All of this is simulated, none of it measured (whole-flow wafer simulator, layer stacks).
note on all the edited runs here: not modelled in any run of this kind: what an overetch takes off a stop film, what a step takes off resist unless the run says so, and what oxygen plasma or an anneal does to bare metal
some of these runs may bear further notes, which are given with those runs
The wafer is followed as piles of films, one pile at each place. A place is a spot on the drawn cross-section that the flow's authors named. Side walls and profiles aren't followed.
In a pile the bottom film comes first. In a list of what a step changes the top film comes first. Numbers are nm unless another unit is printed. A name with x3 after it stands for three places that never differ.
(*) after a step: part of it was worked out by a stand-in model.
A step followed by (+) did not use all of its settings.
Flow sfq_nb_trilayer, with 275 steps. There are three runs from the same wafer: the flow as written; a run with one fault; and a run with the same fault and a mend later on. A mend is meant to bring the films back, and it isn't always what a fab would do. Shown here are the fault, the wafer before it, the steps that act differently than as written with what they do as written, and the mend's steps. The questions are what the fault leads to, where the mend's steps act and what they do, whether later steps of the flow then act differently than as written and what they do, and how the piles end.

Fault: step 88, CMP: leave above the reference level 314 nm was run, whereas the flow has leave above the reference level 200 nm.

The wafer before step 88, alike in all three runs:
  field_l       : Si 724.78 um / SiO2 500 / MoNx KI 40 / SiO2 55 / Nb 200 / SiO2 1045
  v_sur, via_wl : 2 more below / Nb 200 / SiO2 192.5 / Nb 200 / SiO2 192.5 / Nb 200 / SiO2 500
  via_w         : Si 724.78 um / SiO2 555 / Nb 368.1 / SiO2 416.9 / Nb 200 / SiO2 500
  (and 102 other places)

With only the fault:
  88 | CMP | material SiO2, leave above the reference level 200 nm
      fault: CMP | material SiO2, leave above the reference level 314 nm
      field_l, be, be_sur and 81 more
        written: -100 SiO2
        fault: nothing
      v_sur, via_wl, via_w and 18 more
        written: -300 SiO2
        fault: -186 SiO2
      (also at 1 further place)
  Steps further on in the flow that do not act as written (6 more steps, not shown, differ only slightly: by at most 2% or 0.5 nm, whichever is larger):
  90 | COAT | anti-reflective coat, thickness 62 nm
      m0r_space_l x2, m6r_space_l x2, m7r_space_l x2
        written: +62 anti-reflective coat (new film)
        fault: +64 anti-reflective coat (new film)
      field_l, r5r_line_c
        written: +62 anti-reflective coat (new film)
        fault: +64.2 anti-reflective coat (new film)
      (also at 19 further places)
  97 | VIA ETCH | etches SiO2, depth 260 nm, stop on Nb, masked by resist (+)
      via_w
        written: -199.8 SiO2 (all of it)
        fault: -260 SiO2
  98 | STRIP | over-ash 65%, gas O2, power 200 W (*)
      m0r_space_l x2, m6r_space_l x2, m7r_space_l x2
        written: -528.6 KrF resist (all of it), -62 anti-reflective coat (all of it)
        fault: -530.9 KrF resist (all of it), -64 anti-reflective coat (all of it)
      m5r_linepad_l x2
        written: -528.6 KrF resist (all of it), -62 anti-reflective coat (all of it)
        fault: -526.6 KrF resist (all of it), -68.4 anti-reflective coat (all of it)
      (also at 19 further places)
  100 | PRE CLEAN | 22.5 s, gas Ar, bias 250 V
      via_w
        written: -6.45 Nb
        fault: -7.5 SiO2
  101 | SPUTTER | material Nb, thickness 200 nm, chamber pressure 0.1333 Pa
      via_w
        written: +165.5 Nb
        fault: +152.6 Nb (new film)
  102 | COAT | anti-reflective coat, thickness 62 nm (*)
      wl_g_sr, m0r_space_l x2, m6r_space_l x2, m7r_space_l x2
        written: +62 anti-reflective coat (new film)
        fault: +63.8 anti-reflective coat (new film)
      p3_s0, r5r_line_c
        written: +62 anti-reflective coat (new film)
        fault: +63.6 anti-reflective coat (new film)
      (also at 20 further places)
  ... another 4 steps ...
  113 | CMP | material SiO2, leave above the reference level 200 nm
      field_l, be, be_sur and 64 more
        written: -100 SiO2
        fault: -86 SiO2
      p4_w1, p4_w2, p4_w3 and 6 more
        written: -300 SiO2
        fault: -286 SiO2
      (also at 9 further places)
  By the end, the piles at field_l, v_sur, via_wl and 103 more depart from the flow's by more than 2% or 0.5 nm, whichever is larger.
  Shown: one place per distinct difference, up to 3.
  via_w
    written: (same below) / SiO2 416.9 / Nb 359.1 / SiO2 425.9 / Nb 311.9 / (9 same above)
    fault: (same below) / SiO2 416.9 / Nb 200 / SiO2 46.3 / Nb 152.6 / SiO2 500.1 / Nb 311.9 / (9 same above)
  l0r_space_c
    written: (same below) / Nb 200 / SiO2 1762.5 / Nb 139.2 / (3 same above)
    fault: (same below) / Nb 200 / SiO2 1876.5 / Nb 139.2 / (3 same above)
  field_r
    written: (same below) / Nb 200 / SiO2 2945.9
    fault: (same below) / Nb 200 / SiO2 3059.9

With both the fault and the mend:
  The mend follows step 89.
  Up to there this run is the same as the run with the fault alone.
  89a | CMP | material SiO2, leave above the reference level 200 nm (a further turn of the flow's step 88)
      field_l, be, be_sur and 81 more
        -100 SiO2
      v_sur, via_wl, via_w and 19 more
        -114 SiO2
  Every later step of the flow that is run acts as written at every place that is followed.
  At every place that both follow, the piles at the end match the flow's.
